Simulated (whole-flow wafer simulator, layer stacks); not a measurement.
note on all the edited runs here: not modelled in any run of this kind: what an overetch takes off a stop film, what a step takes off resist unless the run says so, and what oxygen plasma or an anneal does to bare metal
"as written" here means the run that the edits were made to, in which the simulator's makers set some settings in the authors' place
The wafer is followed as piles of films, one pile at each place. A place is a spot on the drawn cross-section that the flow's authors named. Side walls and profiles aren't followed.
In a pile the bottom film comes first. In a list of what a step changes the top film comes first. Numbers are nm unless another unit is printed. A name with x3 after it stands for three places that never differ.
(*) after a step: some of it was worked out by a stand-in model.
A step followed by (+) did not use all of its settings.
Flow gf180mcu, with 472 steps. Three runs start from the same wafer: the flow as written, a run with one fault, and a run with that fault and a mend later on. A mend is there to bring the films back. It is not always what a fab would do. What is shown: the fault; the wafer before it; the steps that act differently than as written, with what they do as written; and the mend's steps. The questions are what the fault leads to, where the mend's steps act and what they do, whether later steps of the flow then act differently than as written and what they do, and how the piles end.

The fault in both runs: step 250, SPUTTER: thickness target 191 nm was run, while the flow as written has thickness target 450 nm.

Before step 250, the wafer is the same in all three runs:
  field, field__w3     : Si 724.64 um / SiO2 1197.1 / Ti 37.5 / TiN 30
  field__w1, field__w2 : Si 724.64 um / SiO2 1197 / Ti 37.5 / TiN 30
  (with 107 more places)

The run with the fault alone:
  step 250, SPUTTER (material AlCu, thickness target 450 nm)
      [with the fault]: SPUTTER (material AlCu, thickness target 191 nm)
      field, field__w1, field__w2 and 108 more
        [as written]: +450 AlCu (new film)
        [with the fault]: +191 AlCu (new film)
  Steps later in the flow that act otherwise than as written:
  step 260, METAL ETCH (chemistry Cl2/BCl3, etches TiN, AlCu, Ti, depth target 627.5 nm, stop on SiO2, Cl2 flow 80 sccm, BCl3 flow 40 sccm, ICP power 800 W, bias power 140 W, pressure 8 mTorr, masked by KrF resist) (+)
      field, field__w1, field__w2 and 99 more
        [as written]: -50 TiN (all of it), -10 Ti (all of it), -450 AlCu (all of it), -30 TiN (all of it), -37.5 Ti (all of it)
        [with the fault]: -50 TiN (all of it), -10 Ti (all of it), -191 AlCu (all of it), -30 TiN (all of it), -37.5 Ti (all of it)
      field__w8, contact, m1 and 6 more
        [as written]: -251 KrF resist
        [with the fault]: -191.1 KrF resist
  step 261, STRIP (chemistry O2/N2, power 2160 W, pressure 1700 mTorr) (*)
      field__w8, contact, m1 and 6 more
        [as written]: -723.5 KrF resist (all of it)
        [with the fault]: -783.4 KrF resist (all of it)
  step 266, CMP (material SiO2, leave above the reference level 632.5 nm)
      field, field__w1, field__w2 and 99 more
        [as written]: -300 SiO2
        [with the fault]: -559 SiO2
  At field, field__w1, field__w2 and 109 more, the piles at the end differ from the flow's by more than 2% or 0.5 nm, whichever is larger.
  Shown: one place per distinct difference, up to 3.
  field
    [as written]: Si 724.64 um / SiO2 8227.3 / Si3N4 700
    [with the fault]: Si 724.64 um / SiO2 7968.3 / Si3N4 700
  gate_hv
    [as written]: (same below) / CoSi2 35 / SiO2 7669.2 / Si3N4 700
    [with the fault]: (same below) / CoSi2 35 / SiO2 7410.2 / Si3N4 700
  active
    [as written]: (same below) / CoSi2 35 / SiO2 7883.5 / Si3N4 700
    [with the fault]: (same below) / CoSi2 35 / SiO2 7624.5 / Si3N4 700

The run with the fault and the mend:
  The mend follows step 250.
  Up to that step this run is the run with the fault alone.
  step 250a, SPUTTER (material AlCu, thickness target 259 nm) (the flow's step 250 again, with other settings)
      field, field__w1, field__w2 and 108 more
        +259 AlCu
  Later steps of the flow that are run all act as written at every place that is followed.
  The piles end the same as the flow's at every place that both follow.
